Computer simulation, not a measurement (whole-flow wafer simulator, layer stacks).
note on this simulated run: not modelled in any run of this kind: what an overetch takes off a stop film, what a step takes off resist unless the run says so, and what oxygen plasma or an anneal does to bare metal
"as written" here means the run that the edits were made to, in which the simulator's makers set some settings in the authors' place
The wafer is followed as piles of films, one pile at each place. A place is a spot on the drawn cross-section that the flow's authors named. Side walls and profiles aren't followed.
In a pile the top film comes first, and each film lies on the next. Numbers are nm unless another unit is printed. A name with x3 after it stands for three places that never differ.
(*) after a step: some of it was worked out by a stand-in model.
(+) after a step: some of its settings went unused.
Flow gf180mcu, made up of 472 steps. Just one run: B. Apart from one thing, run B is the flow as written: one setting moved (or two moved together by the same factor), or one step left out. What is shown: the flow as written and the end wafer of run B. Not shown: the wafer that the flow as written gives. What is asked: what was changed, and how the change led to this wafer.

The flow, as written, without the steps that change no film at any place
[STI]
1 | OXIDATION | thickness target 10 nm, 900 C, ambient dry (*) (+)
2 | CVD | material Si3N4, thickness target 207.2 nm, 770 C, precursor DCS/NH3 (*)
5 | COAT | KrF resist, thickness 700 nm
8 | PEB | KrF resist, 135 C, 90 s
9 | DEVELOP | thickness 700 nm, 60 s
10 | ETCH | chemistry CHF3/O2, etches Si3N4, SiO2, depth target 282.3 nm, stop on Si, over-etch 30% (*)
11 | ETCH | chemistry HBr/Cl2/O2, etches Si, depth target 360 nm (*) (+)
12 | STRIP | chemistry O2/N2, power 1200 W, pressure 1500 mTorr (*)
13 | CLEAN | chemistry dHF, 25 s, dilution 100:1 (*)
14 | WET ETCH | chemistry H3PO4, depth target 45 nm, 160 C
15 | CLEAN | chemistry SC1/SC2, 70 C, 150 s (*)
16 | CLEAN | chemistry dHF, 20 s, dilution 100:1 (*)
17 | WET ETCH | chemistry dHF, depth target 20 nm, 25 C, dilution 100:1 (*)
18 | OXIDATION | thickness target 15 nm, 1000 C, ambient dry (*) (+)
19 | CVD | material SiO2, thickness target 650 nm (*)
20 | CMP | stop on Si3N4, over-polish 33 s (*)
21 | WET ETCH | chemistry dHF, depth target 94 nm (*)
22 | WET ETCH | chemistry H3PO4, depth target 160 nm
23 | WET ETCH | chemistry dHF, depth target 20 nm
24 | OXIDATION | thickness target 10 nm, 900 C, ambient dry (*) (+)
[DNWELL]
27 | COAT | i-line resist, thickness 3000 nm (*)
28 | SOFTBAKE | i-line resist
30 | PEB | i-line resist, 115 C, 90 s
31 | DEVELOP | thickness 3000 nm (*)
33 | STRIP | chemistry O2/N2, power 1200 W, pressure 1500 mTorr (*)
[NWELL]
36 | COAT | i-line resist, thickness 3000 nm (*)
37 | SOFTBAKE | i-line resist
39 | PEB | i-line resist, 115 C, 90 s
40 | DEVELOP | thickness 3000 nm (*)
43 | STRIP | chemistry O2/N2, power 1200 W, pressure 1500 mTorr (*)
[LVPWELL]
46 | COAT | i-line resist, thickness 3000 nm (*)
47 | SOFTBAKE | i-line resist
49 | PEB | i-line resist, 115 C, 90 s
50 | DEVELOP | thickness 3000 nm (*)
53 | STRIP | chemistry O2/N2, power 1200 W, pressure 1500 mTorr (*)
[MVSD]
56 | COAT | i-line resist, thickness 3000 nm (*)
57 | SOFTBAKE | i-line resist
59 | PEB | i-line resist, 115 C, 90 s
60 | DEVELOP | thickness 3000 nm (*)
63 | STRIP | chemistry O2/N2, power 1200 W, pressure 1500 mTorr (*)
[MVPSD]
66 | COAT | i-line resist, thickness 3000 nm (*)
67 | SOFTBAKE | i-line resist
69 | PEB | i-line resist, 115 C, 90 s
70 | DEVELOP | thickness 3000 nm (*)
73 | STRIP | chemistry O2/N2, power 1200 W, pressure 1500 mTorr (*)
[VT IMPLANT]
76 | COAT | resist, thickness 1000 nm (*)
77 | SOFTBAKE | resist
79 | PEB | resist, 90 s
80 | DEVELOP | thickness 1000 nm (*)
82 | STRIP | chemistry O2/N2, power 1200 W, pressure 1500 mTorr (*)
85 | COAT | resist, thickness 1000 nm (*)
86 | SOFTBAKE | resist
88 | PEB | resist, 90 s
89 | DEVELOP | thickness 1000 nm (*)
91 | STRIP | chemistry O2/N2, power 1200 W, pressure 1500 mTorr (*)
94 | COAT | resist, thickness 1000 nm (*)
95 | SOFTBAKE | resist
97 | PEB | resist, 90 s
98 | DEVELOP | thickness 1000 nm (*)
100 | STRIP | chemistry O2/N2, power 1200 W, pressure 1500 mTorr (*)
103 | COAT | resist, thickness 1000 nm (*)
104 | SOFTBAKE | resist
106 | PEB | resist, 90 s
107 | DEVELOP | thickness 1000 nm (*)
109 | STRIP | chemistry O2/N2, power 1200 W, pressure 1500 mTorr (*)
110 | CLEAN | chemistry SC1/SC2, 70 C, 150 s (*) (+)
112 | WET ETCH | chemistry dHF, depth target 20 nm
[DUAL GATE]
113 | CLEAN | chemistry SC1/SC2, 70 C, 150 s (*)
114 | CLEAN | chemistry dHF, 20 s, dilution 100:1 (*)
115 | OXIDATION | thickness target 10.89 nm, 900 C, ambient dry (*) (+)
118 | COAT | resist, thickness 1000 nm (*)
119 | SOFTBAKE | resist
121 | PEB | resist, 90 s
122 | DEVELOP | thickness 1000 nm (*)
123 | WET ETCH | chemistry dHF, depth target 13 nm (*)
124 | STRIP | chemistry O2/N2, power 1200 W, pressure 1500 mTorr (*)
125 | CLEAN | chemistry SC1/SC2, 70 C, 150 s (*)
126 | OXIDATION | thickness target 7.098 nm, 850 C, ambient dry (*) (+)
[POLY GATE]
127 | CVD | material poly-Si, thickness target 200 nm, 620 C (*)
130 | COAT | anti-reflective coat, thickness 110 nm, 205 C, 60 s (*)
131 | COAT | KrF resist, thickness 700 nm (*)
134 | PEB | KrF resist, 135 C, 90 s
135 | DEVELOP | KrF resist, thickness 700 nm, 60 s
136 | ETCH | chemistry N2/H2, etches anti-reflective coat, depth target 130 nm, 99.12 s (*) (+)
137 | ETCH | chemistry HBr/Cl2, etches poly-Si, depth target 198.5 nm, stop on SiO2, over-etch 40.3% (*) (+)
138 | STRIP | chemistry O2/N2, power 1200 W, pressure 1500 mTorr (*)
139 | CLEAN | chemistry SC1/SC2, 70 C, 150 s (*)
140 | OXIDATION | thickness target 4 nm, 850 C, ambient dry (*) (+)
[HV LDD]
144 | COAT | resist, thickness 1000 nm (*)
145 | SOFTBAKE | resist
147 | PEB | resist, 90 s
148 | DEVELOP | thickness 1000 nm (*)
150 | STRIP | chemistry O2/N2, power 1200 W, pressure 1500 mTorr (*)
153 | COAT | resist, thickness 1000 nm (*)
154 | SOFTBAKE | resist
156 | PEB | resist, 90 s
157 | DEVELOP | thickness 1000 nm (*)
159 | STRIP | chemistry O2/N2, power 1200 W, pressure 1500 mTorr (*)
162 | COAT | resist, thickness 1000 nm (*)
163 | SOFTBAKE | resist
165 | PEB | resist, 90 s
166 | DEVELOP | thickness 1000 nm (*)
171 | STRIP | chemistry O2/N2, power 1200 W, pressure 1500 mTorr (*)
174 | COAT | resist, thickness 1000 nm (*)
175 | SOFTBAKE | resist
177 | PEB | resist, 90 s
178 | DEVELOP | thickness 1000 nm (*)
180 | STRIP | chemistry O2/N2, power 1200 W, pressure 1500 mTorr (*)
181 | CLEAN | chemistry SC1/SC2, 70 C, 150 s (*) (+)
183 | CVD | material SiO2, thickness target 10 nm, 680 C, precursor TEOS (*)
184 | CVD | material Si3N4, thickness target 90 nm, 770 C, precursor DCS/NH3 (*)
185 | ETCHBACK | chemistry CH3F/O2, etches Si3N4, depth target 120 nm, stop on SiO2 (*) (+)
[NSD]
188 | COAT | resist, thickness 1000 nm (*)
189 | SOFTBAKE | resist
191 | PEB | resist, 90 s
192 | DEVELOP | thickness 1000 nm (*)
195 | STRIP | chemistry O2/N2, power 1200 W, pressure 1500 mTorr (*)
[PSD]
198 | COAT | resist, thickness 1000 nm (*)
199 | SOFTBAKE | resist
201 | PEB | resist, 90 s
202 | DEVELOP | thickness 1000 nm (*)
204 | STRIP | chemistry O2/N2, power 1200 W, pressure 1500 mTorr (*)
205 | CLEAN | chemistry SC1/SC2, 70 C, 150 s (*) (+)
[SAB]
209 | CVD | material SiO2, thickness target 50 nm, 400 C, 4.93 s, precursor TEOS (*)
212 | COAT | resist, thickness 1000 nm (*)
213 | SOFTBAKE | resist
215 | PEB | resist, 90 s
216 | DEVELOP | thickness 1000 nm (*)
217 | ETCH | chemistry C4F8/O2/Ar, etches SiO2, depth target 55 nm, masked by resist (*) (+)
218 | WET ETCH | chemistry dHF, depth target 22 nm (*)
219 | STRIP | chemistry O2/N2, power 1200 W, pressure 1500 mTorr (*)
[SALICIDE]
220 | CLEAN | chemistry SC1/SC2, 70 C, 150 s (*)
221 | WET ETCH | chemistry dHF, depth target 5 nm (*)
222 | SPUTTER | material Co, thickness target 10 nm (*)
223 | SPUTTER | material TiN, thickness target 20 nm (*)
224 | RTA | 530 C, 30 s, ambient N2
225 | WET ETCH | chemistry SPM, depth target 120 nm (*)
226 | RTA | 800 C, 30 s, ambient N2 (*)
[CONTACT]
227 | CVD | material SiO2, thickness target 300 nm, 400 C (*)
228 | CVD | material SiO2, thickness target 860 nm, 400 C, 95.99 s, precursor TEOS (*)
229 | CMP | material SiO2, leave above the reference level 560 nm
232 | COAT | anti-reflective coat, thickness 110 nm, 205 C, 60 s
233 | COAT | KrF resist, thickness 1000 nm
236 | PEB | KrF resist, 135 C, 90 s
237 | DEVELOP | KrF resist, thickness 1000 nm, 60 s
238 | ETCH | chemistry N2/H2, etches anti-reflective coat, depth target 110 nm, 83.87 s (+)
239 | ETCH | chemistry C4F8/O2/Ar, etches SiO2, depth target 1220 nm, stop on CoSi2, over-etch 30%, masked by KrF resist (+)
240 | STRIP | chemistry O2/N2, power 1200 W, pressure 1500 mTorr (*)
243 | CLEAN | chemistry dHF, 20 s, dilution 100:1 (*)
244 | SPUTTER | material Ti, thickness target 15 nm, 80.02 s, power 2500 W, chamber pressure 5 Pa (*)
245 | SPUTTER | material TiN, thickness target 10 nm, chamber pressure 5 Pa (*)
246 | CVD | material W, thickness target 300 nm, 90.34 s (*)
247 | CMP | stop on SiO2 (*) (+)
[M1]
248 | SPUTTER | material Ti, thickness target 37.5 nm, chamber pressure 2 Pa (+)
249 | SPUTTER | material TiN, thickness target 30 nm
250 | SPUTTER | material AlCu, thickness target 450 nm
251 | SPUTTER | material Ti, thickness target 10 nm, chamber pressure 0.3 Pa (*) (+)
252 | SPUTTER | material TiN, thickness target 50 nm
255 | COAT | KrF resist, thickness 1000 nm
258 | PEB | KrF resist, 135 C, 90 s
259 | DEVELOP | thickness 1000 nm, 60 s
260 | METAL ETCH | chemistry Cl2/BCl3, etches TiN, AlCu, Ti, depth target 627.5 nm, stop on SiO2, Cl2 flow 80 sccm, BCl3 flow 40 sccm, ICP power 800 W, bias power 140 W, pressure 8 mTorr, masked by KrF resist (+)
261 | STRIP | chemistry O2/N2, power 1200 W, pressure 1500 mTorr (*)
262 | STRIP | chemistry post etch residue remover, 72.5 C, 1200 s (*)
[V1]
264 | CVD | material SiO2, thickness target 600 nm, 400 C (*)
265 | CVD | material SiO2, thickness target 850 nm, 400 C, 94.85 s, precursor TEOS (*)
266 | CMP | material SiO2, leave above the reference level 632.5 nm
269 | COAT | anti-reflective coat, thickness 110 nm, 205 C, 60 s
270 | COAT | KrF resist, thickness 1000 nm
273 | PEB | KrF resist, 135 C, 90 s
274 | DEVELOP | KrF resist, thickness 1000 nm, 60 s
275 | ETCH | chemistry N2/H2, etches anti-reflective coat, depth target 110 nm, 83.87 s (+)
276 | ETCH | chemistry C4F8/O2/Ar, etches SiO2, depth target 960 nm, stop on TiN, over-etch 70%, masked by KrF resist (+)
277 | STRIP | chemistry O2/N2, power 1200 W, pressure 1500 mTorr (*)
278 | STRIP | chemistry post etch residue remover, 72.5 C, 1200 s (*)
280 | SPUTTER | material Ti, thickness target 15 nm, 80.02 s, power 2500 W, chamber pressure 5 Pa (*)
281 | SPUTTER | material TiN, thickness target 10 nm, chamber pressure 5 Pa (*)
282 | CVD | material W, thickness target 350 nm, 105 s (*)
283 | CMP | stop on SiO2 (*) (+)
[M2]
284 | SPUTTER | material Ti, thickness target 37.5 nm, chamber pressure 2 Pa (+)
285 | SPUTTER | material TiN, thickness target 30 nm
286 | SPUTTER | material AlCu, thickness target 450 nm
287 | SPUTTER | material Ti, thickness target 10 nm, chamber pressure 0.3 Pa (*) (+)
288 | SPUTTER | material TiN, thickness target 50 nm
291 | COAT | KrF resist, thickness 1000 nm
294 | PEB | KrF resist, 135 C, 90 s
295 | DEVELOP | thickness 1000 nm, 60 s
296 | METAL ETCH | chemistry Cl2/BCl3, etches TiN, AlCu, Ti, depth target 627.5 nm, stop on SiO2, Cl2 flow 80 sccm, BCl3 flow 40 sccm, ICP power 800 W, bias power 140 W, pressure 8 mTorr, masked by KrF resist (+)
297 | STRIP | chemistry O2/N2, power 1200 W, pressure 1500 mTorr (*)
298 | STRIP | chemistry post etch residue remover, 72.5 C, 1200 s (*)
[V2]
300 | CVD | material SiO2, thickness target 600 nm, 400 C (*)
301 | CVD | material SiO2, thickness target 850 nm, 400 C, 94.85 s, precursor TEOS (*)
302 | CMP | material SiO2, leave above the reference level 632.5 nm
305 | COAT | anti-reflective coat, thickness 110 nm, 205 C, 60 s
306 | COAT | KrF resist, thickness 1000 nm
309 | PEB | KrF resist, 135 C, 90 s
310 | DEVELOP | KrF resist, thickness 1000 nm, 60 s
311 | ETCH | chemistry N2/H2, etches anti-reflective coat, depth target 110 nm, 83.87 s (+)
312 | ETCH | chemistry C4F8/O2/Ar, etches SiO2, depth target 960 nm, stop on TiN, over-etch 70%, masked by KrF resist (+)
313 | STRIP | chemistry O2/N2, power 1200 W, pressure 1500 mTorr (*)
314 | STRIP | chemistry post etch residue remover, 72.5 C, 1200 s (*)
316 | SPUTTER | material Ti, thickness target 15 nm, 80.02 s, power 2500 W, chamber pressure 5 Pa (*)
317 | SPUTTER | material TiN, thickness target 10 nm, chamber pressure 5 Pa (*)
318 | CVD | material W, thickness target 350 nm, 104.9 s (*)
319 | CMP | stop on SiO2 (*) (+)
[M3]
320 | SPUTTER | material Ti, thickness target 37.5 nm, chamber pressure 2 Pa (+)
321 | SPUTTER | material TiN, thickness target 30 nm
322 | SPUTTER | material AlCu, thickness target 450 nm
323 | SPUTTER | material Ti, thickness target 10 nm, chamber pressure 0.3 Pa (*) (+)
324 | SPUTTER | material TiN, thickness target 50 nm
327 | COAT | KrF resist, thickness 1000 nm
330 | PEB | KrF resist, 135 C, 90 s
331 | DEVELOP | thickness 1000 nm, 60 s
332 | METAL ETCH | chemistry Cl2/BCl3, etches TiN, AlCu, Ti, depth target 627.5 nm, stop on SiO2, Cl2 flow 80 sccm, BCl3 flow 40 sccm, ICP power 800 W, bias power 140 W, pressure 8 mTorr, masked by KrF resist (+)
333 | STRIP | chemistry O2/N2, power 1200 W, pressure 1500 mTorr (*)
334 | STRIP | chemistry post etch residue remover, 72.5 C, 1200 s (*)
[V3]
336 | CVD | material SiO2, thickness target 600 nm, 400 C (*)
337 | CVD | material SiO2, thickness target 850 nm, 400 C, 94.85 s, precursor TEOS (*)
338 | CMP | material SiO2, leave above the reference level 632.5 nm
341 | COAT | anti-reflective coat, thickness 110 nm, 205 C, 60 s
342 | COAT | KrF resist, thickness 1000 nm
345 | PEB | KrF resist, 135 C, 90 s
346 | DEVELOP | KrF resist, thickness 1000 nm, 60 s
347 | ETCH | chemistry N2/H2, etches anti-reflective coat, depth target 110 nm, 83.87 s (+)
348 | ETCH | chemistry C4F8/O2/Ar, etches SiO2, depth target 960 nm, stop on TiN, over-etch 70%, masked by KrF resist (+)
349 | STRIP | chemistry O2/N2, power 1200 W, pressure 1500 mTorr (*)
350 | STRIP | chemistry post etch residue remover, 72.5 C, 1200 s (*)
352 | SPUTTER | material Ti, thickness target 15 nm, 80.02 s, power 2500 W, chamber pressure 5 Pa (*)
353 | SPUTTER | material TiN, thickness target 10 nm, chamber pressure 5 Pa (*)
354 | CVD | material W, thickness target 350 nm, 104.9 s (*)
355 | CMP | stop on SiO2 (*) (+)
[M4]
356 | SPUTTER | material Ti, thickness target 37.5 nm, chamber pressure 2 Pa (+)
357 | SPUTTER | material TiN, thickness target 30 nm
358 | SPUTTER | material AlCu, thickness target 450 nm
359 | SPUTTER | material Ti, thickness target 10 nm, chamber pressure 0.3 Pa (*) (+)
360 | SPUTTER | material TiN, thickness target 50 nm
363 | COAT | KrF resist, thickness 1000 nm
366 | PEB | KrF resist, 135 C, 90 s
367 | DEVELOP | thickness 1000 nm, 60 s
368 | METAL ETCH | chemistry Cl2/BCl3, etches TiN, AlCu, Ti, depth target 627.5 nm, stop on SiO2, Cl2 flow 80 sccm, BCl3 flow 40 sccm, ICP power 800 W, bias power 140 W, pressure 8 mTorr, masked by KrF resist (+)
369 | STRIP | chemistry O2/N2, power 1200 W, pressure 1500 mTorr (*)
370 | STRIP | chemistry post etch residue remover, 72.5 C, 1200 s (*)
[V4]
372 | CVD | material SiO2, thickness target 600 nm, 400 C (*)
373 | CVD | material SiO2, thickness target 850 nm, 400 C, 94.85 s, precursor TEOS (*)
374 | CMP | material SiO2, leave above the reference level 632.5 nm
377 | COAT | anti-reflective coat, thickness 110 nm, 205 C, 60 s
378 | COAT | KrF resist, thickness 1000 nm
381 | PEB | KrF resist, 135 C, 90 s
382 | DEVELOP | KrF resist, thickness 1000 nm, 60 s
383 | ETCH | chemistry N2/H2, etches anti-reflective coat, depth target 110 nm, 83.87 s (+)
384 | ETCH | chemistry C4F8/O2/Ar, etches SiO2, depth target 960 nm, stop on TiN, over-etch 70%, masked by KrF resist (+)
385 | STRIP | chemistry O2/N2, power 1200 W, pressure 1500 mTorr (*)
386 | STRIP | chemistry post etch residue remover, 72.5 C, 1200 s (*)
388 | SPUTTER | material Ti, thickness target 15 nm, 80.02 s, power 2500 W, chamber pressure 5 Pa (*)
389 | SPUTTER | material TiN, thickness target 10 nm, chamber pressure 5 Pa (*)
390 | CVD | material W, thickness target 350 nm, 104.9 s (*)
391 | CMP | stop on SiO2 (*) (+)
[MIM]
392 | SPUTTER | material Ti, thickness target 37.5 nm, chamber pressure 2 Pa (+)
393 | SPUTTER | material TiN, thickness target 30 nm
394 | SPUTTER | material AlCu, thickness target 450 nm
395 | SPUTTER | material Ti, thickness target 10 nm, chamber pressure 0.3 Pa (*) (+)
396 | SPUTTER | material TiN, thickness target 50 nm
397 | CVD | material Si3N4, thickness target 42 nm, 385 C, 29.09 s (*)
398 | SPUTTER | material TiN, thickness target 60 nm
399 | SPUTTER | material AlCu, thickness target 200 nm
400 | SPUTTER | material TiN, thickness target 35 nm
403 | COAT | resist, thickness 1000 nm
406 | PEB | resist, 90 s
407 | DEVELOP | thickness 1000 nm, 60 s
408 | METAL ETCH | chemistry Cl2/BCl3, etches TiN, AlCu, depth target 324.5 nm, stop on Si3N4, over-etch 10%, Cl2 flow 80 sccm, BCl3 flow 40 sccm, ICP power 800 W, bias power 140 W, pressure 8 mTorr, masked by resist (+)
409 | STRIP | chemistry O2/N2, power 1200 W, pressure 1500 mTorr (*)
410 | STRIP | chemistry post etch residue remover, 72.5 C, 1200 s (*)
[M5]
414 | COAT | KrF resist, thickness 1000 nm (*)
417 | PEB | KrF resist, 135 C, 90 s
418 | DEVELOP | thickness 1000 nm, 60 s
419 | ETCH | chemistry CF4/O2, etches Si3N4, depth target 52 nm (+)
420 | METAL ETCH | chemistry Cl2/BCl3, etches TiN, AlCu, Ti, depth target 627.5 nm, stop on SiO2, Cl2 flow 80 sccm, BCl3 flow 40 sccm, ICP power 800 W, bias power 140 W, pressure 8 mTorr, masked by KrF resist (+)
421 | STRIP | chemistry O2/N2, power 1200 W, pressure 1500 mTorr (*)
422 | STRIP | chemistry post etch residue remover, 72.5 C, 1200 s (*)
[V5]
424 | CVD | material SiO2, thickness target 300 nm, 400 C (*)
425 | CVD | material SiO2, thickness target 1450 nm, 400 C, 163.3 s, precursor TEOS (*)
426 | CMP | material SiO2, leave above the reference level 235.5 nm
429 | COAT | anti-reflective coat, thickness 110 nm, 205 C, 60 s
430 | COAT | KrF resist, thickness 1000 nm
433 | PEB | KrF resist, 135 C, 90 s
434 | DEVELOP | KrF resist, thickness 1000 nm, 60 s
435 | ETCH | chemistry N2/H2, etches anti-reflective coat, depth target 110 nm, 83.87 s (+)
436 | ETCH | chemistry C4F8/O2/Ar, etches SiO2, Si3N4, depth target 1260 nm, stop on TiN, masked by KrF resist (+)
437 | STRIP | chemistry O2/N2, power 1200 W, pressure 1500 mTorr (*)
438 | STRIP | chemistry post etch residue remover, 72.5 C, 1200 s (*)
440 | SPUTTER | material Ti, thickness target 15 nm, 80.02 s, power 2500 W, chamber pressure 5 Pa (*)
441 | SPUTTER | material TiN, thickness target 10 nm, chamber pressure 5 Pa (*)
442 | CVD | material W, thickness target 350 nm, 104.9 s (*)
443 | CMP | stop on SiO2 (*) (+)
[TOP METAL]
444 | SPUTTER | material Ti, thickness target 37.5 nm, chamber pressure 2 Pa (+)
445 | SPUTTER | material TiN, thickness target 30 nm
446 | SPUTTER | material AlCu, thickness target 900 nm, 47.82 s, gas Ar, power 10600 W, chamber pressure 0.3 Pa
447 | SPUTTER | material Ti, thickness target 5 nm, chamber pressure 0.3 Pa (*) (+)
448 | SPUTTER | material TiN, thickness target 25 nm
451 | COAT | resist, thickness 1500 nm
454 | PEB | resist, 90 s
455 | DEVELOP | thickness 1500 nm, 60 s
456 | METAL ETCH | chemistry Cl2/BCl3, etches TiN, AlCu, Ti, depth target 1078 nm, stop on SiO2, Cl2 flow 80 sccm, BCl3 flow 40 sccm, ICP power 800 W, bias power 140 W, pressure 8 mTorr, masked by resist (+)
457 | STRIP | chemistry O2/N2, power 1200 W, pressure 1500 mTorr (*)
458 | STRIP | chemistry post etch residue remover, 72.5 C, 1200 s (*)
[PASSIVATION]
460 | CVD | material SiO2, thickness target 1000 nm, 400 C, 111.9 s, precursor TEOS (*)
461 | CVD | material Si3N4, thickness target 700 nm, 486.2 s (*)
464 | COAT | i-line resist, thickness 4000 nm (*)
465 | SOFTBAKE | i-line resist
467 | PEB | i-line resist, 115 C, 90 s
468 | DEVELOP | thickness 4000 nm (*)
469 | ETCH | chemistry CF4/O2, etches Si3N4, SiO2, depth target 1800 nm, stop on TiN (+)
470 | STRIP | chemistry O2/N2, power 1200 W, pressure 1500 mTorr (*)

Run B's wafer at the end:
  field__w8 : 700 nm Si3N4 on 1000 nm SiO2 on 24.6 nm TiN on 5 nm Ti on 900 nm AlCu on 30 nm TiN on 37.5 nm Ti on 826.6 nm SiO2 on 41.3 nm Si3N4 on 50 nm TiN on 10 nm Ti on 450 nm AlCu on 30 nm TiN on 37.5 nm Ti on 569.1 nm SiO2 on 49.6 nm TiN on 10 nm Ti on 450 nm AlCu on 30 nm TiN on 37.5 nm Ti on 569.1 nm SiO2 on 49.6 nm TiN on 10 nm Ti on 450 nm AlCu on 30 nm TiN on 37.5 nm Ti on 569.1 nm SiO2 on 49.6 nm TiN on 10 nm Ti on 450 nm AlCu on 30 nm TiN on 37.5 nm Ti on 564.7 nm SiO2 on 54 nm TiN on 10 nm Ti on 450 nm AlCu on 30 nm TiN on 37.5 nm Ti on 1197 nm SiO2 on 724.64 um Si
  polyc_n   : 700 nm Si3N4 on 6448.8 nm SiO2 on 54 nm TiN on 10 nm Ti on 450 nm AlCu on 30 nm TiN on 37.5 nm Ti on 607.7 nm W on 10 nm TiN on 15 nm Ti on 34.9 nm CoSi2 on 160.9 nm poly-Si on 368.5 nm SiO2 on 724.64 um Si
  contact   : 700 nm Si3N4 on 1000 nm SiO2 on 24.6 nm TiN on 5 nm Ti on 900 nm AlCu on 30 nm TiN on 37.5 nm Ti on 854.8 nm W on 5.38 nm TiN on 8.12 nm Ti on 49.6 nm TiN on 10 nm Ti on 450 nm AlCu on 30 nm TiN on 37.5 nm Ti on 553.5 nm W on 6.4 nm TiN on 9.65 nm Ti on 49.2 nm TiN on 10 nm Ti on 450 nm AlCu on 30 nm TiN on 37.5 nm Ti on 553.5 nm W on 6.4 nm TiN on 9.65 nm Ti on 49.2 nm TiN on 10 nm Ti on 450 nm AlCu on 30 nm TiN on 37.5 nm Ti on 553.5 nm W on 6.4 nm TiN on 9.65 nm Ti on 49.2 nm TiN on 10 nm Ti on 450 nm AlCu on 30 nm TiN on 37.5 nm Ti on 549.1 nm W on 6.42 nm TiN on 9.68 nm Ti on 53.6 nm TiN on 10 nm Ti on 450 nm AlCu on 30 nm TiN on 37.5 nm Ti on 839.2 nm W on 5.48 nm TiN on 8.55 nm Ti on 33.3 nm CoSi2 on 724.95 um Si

Cause: step 252, SPUTTER: thickness target 54.4 nm was run, whereas the flow has thickness target 50 nm.

Step by step, how the change led to this:
  252 | SPUTTER | material TiN, thickness target 50 nm
      field, field__w1, field__w2 and 108 more: +54.4 TiN (new film) (as written it would have been: +50 TiN (new film))
  260 | METAL ETCH | chemistry Cl2/BCl3, etches TiN, AlCu, Ti, depth target 627.5 nm, stop on SiO2, Cl2 flow 80 sccm, BCl3 flow 40 sccm, ICP power 800 W, bias power 140 W, pressure 8 mTorr, masked by KrF resist (+)
      field, field__w1, field__w2 and 99 more: -54.4 TiN (all of it), -10 Ti (all of it), -450 AlCu (all of it), -30 TiN (all of it), -37.5 Ti (all of it) (as written it would have been: -50 TiN (all of it), -10 Ti (all of it), -450 AlCu (all of it), -30 TiN (all of it), -37.5 Ti (all of it))
